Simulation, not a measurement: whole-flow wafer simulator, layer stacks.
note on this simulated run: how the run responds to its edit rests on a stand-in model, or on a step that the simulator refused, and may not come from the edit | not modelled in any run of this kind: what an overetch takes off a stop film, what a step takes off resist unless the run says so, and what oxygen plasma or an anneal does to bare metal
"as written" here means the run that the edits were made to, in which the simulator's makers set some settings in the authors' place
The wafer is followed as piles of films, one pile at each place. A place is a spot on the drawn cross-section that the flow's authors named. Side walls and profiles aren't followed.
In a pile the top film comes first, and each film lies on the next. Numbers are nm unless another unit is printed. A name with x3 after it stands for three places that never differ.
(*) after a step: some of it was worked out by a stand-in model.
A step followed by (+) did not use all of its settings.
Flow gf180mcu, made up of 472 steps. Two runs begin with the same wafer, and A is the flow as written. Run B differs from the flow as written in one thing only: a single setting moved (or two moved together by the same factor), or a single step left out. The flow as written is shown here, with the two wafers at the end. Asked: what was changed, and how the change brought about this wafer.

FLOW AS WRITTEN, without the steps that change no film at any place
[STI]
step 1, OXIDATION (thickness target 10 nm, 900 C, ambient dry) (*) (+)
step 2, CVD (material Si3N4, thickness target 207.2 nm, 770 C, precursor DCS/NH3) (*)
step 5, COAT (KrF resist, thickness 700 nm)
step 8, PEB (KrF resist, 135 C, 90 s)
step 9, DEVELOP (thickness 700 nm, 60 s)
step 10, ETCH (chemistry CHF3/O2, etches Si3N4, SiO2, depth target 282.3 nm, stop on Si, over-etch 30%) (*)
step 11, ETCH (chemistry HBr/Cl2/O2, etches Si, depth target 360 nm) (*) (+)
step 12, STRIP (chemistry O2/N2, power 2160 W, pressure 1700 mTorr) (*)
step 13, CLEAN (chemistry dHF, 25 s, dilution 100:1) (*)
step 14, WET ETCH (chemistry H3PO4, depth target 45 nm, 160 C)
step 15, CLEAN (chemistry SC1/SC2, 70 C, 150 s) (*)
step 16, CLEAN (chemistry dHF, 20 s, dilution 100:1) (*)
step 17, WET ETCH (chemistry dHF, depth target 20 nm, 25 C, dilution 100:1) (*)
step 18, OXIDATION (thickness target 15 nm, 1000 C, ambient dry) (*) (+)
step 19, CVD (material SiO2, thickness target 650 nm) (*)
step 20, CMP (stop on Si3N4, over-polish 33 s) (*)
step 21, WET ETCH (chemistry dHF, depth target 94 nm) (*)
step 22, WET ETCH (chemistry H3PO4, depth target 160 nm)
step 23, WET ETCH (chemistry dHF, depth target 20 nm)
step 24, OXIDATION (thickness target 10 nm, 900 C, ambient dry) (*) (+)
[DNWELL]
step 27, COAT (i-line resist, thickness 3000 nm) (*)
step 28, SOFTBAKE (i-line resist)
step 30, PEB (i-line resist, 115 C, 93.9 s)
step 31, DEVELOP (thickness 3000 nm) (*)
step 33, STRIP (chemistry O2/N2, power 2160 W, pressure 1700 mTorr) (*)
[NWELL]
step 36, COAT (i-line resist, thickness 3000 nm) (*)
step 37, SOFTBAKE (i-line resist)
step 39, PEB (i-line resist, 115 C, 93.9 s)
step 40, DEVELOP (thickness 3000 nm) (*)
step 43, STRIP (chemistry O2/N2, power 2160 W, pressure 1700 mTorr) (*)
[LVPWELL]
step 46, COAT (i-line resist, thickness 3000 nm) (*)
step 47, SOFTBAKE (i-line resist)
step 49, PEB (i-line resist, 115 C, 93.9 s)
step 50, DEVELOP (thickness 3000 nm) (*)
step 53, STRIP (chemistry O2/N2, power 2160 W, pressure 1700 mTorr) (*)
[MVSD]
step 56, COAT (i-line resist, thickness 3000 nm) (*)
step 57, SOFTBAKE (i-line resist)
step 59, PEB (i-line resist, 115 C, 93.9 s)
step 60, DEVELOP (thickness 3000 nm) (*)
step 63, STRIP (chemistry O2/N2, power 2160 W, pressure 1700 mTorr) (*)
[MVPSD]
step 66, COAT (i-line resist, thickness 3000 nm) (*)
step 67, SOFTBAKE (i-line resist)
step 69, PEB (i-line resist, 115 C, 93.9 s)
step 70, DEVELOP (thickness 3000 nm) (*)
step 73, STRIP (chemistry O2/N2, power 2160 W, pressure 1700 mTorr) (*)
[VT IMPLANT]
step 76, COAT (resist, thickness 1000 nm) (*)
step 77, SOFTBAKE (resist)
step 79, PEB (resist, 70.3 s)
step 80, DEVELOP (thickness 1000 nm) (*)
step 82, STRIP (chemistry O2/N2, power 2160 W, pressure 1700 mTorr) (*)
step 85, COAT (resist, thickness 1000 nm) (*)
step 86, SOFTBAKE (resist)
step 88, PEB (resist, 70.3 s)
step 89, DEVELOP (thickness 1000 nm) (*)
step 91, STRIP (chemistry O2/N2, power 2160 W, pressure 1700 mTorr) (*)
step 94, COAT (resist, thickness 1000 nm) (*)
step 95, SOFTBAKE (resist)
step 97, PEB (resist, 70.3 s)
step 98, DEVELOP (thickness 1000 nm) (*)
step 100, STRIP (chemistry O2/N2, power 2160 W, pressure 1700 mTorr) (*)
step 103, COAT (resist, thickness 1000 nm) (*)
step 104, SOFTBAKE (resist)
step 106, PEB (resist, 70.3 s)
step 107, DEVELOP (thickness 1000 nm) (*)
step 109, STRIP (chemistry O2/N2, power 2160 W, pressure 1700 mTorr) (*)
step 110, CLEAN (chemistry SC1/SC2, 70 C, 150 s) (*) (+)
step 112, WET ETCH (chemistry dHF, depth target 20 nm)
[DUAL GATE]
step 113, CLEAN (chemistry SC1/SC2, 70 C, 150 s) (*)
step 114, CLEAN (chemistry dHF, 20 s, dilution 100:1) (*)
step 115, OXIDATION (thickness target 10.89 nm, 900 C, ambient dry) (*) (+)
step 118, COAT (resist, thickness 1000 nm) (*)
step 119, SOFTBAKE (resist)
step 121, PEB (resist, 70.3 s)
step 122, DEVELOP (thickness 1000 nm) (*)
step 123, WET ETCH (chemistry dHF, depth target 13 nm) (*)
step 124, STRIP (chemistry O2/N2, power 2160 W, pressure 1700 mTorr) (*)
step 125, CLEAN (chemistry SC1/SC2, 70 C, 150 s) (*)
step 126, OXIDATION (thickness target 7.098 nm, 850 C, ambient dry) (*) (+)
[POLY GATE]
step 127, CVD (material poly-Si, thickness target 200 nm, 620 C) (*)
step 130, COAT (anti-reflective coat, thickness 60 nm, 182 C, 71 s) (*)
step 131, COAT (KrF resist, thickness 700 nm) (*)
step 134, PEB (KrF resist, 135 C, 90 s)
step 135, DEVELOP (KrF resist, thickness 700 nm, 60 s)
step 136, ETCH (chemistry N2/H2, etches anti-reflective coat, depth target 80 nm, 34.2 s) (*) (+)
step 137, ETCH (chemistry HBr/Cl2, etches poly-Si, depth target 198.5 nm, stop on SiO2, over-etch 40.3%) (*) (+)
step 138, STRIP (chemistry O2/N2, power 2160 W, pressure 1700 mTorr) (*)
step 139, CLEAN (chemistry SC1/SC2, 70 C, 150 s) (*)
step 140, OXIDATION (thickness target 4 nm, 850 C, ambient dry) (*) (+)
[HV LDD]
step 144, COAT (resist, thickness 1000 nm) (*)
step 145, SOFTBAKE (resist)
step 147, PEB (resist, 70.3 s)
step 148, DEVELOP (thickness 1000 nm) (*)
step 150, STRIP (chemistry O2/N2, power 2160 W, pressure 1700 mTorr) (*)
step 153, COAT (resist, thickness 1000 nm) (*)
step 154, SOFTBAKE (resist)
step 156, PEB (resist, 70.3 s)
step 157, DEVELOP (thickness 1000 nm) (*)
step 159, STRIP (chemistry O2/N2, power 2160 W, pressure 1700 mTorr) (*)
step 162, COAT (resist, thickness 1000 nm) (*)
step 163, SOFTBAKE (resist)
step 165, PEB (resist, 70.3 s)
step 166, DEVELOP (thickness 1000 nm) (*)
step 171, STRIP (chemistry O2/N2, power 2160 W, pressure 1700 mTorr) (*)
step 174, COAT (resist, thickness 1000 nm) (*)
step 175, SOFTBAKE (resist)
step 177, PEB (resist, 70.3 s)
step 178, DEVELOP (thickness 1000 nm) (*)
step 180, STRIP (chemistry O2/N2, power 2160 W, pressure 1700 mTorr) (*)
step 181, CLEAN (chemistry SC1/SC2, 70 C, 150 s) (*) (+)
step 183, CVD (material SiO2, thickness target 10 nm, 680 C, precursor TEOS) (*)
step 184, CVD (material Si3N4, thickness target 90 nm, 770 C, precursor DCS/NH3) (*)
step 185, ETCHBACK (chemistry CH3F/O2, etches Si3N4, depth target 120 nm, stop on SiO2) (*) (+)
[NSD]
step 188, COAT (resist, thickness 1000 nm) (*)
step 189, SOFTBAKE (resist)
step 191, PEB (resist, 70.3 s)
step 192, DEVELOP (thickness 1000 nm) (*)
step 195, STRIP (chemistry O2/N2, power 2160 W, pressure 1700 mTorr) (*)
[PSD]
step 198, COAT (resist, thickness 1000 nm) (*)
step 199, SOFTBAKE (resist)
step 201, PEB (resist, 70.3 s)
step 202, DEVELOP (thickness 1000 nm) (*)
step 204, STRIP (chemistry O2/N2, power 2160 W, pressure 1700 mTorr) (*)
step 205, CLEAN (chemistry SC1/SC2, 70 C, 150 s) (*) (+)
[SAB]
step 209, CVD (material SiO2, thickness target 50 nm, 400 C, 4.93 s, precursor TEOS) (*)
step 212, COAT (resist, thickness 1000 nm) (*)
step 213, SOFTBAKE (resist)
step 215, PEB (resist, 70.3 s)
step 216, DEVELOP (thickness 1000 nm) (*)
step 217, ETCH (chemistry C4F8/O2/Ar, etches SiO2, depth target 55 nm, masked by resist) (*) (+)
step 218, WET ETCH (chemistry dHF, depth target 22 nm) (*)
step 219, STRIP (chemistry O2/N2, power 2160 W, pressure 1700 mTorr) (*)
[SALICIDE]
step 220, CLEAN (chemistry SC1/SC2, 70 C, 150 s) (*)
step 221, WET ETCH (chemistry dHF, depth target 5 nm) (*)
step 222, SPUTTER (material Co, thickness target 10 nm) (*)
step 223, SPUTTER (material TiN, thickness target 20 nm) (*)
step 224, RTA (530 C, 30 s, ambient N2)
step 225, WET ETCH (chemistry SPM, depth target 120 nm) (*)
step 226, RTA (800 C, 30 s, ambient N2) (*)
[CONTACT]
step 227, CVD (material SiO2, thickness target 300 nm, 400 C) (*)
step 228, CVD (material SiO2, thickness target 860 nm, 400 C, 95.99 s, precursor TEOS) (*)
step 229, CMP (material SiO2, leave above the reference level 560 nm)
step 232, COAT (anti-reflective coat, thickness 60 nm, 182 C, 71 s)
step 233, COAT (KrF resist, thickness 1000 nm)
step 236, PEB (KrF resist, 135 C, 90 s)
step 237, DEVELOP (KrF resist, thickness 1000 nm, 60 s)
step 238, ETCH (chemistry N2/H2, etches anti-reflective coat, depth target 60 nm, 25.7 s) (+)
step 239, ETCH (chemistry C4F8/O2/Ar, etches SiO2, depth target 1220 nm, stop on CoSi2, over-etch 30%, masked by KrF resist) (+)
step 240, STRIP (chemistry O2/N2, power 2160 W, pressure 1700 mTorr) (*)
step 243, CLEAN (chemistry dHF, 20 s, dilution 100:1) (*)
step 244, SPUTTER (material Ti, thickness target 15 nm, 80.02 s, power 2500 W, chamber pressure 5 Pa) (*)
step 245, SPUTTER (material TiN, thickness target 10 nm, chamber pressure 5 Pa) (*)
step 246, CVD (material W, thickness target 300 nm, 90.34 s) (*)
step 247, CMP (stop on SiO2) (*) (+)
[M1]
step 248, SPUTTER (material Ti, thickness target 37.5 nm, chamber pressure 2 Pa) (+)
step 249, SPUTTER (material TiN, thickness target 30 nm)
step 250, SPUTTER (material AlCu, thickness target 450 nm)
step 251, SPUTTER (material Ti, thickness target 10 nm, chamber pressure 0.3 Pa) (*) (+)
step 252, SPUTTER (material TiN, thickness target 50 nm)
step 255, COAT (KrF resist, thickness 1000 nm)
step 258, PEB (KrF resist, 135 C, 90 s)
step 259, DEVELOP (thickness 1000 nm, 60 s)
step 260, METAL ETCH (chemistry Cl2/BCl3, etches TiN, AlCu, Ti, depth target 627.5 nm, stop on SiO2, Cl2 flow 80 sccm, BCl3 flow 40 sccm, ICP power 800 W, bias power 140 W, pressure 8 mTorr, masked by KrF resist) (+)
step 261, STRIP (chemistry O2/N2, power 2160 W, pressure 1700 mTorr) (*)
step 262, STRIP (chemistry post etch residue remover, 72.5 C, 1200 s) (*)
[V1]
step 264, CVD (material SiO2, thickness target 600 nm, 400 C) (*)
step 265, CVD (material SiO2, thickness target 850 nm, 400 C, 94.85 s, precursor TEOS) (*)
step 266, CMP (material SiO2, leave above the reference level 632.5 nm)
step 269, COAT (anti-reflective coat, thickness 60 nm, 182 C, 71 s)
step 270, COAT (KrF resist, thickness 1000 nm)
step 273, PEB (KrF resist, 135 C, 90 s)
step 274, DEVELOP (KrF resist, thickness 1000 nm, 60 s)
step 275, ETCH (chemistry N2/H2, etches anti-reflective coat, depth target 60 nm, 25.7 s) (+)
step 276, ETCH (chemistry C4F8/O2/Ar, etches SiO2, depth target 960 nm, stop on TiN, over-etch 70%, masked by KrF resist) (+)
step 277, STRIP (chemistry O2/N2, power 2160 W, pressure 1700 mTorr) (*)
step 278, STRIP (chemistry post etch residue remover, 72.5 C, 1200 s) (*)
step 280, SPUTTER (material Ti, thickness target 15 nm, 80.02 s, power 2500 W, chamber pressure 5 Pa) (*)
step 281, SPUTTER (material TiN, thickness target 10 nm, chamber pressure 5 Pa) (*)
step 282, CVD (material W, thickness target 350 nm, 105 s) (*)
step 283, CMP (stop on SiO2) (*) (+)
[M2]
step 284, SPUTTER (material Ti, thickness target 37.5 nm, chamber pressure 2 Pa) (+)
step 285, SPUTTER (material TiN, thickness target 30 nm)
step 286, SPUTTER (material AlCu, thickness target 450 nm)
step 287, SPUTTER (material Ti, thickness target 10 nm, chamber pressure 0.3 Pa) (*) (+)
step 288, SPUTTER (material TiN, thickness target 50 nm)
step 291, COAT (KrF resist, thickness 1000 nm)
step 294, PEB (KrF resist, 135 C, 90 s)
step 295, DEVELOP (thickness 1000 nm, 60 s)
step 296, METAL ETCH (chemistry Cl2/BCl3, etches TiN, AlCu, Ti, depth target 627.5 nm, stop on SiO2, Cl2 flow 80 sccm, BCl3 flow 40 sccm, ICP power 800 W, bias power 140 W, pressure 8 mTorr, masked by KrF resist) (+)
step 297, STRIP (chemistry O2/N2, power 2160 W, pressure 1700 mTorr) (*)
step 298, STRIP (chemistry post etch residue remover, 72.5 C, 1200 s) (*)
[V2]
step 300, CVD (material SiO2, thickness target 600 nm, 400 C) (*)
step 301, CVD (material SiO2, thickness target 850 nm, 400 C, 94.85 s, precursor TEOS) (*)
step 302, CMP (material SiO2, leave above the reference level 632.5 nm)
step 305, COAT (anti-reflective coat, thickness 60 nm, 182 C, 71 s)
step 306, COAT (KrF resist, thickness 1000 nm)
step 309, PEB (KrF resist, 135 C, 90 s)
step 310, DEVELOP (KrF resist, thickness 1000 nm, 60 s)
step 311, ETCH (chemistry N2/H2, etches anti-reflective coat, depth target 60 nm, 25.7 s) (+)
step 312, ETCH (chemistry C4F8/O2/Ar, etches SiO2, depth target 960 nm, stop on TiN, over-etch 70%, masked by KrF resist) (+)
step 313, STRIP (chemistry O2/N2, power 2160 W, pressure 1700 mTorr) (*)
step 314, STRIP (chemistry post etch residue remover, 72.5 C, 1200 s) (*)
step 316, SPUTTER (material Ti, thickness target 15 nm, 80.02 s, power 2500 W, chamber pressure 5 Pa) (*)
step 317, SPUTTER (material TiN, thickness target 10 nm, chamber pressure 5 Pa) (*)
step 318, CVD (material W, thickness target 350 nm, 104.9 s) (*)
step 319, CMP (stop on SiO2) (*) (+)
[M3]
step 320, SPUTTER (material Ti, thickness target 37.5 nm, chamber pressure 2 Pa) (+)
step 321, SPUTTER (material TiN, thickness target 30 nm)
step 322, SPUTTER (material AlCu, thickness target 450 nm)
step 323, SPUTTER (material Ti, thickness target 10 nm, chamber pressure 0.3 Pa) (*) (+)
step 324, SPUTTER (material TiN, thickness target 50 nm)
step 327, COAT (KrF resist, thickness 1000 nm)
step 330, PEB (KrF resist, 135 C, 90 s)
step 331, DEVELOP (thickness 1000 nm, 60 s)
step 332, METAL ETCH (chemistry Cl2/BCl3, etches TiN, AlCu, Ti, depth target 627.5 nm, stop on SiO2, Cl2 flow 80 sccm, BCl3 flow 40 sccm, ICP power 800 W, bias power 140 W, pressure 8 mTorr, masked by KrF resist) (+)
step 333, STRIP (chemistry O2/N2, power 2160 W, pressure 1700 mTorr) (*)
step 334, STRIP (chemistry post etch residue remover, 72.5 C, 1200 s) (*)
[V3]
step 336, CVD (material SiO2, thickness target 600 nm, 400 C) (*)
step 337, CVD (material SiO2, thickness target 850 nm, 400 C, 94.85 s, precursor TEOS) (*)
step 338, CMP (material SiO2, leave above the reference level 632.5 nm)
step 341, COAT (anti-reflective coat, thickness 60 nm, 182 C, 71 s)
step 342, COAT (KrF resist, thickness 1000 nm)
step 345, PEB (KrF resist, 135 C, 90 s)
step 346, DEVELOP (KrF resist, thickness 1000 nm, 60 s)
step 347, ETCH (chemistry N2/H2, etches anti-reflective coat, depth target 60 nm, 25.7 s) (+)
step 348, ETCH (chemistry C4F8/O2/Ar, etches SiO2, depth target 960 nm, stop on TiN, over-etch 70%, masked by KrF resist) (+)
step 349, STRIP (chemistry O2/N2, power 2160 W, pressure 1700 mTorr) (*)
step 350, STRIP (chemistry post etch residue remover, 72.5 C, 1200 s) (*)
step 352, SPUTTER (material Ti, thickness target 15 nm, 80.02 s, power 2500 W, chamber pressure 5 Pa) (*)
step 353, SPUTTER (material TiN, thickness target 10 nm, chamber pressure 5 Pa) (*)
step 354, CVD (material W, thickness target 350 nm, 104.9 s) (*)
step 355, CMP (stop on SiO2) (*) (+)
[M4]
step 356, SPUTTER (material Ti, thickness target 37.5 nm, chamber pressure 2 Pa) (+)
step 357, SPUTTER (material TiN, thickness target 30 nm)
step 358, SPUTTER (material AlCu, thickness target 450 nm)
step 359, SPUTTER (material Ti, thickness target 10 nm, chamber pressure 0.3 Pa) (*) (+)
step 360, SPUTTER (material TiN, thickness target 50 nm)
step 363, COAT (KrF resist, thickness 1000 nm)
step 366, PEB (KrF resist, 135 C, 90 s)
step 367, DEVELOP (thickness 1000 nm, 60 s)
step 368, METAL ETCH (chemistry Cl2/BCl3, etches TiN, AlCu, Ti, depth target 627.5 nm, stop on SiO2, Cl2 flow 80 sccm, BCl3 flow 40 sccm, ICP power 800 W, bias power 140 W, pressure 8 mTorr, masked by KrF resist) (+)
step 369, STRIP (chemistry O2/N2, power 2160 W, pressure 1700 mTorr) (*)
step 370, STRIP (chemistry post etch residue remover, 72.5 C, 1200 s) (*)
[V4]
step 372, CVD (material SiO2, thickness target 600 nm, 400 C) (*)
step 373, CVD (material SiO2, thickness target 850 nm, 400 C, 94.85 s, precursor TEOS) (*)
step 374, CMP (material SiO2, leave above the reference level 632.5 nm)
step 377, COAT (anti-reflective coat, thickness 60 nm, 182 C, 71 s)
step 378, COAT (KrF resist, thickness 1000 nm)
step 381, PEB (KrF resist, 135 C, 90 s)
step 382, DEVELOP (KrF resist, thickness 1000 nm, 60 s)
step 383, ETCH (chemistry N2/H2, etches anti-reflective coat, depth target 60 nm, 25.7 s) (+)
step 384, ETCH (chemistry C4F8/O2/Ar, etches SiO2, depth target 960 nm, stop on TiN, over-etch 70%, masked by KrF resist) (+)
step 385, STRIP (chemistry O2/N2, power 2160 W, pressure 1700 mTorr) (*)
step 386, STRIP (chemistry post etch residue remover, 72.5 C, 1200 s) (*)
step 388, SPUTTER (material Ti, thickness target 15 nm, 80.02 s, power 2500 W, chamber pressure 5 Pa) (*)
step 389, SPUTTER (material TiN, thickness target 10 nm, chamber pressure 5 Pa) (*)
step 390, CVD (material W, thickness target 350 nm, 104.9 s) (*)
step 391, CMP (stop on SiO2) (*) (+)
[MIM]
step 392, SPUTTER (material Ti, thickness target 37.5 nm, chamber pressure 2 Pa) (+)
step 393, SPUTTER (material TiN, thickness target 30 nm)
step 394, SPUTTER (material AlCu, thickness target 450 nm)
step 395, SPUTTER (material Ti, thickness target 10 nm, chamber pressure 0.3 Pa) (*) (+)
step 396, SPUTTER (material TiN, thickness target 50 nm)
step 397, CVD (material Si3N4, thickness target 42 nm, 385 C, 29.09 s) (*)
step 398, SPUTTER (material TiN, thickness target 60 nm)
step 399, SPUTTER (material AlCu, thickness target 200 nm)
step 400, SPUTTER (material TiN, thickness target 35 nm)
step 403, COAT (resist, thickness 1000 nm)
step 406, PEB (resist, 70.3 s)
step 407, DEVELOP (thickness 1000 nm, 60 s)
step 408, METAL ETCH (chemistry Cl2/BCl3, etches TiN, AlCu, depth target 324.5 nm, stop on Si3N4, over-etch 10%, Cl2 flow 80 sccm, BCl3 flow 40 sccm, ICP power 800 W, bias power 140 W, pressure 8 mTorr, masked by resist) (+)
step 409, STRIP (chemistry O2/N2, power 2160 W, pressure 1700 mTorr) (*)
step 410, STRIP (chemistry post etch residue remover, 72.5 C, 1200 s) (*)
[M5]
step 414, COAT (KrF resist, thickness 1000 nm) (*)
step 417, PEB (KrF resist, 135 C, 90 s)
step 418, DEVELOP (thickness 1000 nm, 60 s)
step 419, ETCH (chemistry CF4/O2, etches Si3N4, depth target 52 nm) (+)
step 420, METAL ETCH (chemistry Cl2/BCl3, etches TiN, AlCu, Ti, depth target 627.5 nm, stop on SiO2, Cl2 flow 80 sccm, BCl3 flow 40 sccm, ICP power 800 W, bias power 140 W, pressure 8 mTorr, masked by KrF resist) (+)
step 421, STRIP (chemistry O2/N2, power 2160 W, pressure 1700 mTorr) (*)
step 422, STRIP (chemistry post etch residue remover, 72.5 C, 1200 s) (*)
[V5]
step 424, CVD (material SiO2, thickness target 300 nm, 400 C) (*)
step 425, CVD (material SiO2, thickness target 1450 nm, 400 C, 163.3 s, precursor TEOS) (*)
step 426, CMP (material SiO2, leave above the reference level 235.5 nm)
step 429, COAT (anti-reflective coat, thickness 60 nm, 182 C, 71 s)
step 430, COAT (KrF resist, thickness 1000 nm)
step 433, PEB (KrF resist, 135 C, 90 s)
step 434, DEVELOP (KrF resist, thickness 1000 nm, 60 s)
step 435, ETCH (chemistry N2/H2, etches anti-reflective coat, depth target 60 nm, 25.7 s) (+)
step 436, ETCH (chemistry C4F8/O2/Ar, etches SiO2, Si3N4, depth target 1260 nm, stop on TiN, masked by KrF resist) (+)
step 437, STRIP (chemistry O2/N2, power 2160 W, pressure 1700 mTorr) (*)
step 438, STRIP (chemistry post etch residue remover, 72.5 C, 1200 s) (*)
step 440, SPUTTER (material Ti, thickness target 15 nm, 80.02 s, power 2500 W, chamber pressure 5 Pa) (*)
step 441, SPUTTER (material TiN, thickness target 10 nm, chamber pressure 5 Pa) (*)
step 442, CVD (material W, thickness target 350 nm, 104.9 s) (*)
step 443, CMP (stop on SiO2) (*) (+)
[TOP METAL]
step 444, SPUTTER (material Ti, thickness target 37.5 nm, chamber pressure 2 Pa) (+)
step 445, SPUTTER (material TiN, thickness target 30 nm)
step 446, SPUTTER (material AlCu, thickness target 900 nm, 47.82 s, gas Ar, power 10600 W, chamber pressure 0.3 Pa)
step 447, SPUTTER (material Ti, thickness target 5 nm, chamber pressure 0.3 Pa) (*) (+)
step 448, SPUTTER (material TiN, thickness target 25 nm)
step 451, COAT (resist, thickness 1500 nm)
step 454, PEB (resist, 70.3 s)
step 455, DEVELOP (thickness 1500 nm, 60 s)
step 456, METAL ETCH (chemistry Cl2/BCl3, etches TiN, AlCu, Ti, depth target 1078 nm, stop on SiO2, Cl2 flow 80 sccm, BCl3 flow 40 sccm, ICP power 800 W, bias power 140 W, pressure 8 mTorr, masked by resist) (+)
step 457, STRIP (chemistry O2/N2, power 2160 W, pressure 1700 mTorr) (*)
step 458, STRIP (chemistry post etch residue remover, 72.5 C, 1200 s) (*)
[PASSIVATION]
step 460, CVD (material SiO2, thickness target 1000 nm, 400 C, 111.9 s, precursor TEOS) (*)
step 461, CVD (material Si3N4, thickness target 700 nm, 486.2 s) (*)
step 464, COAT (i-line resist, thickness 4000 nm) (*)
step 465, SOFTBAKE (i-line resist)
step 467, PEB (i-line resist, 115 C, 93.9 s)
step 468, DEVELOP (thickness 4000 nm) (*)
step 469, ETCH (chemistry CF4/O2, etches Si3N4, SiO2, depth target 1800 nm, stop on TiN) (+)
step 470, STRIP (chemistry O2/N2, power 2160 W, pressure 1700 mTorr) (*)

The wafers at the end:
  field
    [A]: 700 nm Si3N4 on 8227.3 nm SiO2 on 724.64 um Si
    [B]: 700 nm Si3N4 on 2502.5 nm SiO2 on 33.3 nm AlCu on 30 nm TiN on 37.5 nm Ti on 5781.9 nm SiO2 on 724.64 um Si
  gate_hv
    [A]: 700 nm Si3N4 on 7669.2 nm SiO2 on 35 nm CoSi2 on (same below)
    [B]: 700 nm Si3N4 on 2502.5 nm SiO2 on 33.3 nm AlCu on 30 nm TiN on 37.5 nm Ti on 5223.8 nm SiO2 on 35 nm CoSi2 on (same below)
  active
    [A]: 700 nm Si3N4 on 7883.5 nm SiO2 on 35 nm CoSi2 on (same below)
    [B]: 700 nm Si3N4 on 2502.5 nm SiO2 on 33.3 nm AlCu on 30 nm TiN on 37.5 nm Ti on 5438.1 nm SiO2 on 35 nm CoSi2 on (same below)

What caused this: step 394, SPUTTER: thickness target 608 nm was run, though the flow has thickness target 450 nm.

How this came from the change, step by step:
  step 394, SPUTTER (material AlCu, thickness target 450 nm)
      field, field__w1, field__w2 and 108 more: A +450 AlCu (new film) | B +608 AlCu (new film)
  step 420, METAL ETCH (chemistry Cl2/BCl3, etches TiN, AlCu, Ti, depth target 627.5 nm, stop on SiO2, Cl2 flow 80 sccm, BCl3 flow 40 sccm, ICP power 800 W, bias power 140 W, pressure 8 mTorr, masked by KrF resist) (+)
      field, field__w1, field__w2 and 101 more: A -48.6 TiN (all of it), -10 Ti (all of it), -450 AlCu (all of it), -30 TiN (all of it), -37.5 Ti (all of it) | B -48.6 TiN (all of it), -10 Ti (all of it), -568.9 AlCu
  step 422, STRIP (chemistry post etch residue remover, 72.5 C, 1200 s) (*)
      field, field__w1, field__w2 and 101 more: A nothing | B -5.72 AlCu
  step 424, CVD (material SiO2, thickness target 300 nm, 400 C) (*)
      field, field__w1, field__w2 and 101 more: A +300 SiO2 | B +300 SiO2 (new film)
  step 426, CMP (material SiO2, leave above the reference level 235.5 nm)
      field, field__w1, field__w5 and 92 more: A -300.8 SiO2 | B -243.7 SiO2
      field__w2, field__w3, field__w12 and 6 more: A -272.7 SiO2 | B -212.9 SiO2
If metal films that touch count as one body, field has 1 body; the flow as written gives 0 bodies.
If metal films that touch count as one body, gate_hv has 2 bodies (between them, from the top down: SiO2 5223.8); the flow as written gives 1 body.
If metal films that touch count as one body, active has 2 bodies (between them, from the top down: SiO2 5438.1); the flow as written gives 1 body.
